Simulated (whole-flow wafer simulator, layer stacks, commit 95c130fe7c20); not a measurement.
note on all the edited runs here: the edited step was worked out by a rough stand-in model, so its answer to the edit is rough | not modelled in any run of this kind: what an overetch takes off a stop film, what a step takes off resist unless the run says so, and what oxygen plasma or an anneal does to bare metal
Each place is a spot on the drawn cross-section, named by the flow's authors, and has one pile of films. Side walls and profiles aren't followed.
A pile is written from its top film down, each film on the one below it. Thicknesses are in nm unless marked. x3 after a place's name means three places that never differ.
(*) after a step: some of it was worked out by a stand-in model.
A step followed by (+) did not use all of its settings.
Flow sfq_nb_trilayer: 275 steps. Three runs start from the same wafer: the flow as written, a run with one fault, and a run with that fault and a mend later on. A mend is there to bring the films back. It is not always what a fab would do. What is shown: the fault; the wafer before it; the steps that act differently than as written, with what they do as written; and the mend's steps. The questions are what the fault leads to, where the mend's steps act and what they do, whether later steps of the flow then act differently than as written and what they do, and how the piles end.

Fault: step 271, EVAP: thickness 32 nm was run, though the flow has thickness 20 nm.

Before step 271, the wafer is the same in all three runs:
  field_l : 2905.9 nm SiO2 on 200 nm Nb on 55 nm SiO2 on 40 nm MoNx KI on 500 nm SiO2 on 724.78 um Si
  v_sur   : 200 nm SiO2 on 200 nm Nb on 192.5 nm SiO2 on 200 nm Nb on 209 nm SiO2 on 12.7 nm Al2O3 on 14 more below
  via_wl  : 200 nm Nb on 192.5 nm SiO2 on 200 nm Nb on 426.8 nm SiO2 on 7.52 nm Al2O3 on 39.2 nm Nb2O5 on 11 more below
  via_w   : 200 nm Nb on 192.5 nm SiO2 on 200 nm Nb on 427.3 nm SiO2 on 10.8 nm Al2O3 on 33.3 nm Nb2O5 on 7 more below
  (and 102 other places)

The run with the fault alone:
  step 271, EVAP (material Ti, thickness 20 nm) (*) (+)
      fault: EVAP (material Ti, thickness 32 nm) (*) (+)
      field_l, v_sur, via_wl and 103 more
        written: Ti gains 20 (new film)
        fault: Ti gains 32 (new film)
  Steps further on in the flow that do not act as written:
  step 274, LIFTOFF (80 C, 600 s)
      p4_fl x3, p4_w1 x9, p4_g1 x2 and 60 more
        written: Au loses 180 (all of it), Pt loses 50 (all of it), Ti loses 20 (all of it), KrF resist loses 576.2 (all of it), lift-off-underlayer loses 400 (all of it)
        fault: Au loses 180 (all of it), Pt loses 50 (all of it), Ti loses 32 (all of it), KrF resist loses 576.2 (all of it), lift-off-underlayer loses 400 (all of it)
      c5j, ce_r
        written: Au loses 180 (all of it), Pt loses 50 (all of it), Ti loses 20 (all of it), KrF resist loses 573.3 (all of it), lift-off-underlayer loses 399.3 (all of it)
        fault: Au loses 180 (all of it), Pt loses 50 (all of it), Ti loses 32 (all of it), KrF resist loses 573.3 (all of it), lift-off-underlayer loses 399.3 (all of it)
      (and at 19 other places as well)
  At field_l, v_sur, via_wl and 8 more, the piles at the end differ from the flow's by more than 2% or 0.5 nm, whichever is larger.
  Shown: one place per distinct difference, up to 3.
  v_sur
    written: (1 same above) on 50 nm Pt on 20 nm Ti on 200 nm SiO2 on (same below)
    fault: (1 same above) on 50 nm Pt on 32 nm Ti on 200 nm SiO2 on (same below)
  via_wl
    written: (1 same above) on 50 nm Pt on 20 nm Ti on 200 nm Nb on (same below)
    fault: (1 same above) on 50 nm Pt on 32 nm Ti on 200 nm Nb on (same below)
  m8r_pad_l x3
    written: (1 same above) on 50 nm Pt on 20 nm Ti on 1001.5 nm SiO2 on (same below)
    fault: (1 same above) on 50 nm Pt on 32 nm Ti on 1001.5 nm SiO2 on (same below)

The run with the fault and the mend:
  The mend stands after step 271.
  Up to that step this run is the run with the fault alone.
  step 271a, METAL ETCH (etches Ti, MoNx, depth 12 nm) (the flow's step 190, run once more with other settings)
      field_l, v_sur, via_wl and 103 more
        Ti loses 12
  Later steps of the flow that are run all act as written at every place that is followed.
  The piles end the same as the flow's at every place that both follow.
